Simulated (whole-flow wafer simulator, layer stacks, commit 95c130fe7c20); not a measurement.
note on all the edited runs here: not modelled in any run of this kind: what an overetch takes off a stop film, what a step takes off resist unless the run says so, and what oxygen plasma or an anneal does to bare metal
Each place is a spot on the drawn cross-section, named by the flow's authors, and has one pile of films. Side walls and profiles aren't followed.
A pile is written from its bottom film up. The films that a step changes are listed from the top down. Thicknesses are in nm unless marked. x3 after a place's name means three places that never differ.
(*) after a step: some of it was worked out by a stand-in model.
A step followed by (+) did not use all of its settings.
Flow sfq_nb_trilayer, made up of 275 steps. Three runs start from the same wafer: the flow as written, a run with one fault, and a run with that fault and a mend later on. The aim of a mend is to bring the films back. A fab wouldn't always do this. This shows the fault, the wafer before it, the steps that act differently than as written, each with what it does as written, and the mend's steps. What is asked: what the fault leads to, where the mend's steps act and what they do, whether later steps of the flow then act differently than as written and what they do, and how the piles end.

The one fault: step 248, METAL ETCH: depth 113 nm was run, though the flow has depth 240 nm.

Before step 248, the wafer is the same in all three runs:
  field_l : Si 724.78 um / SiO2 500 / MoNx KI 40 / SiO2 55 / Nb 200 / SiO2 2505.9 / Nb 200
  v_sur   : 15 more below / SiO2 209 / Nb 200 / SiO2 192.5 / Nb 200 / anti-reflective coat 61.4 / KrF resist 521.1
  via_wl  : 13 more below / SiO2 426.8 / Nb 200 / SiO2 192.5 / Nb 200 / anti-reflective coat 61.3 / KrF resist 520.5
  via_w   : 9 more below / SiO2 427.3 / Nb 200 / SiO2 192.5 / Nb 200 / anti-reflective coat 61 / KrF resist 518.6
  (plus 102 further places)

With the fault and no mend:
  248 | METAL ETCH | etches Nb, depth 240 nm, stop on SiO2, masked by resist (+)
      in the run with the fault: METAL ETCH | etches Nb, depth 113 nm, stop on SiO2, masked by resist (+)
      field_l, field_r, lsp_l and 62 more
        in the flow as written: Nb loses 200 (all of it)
        in the run with the fault: Nb loses 113
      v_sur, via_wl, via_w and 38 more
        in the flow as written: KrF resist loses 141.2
        in the run with the fault: KrF resist loses 66.5
  Steps further on in the flow that do not act as written:
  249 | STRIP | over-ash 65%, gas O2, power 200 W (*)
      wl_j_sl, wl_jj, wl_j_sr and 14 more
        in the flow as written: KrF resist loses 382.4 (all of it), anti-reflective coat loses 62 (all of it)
        in the run with the fault: KrF resist loses 457.1 (all of it), anti-reflective coat loses 62 (all of it)
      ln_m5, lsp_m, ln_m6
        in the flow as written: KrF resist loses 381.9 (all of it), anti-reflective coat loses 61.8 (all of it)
        in the run with the fault: KrF resist loses 456.6 (all of it), anti-reflective coat loses 61.8 (all of it)
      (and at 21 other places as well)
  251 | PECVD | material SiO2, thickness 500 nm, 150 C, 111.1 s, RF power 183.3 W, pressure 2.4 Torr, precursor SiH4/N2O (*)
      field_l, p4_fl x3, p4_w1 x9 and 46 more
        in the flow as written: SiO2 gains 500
        in the run with the fault: SiO2 gains 500 (new film)
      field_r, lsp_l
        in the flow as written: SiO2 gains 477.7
        in the run with the fault: SiO2 gains 487.4 (new film)
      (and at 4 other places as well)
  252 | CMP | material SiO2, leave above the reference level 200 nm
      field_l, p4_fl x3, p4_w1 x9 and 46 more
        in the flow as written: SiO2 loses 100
        in the run with the fault: SiO2 loses 187
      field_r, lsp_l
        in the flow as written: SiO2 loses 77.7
        in the run with the fault: SiO2 loses 174.4
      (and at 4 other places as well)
  By the end, the piles at field_l, field_r, lsp_l and 62 more depart from the flow's by more than 2% or 0.5 nm, whichever is larger.
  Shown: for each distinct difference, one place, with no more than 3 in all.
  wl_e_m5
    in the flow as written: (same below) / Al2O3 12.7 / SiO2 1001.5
    in the run with the fault: (same below) / Al2O3 12.7 / SiO2 601.5 / Nb 87 / SiO2 313
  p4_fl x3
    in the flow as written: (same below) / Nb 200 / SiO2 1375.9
    in the run with the fault: (same below) / Nb 200 / SiO2 975.9 / Nb 87 / SiO2 313
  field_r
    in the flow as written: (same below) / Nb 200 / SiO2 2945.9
    in the run with the fault: (same below) / Nb 200 / SiO2 2545.9 / Nb 87 / SiO2 313

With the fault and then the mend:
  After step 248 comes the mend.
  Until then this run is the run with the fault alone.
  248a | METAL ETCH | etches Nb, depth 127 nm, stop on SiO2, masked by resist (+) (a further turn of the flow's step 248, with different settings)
      field_l, field_r, lsp_l and 62 more
        Nb loses 87 (all of it)
      v_sur, via_wl, via_w and 38 more
        KrF resist loses 74.7
  Every later step of the flow that is run acts as written at every place that is followed.
  The piles end the same as the flow's at every place that both follow.
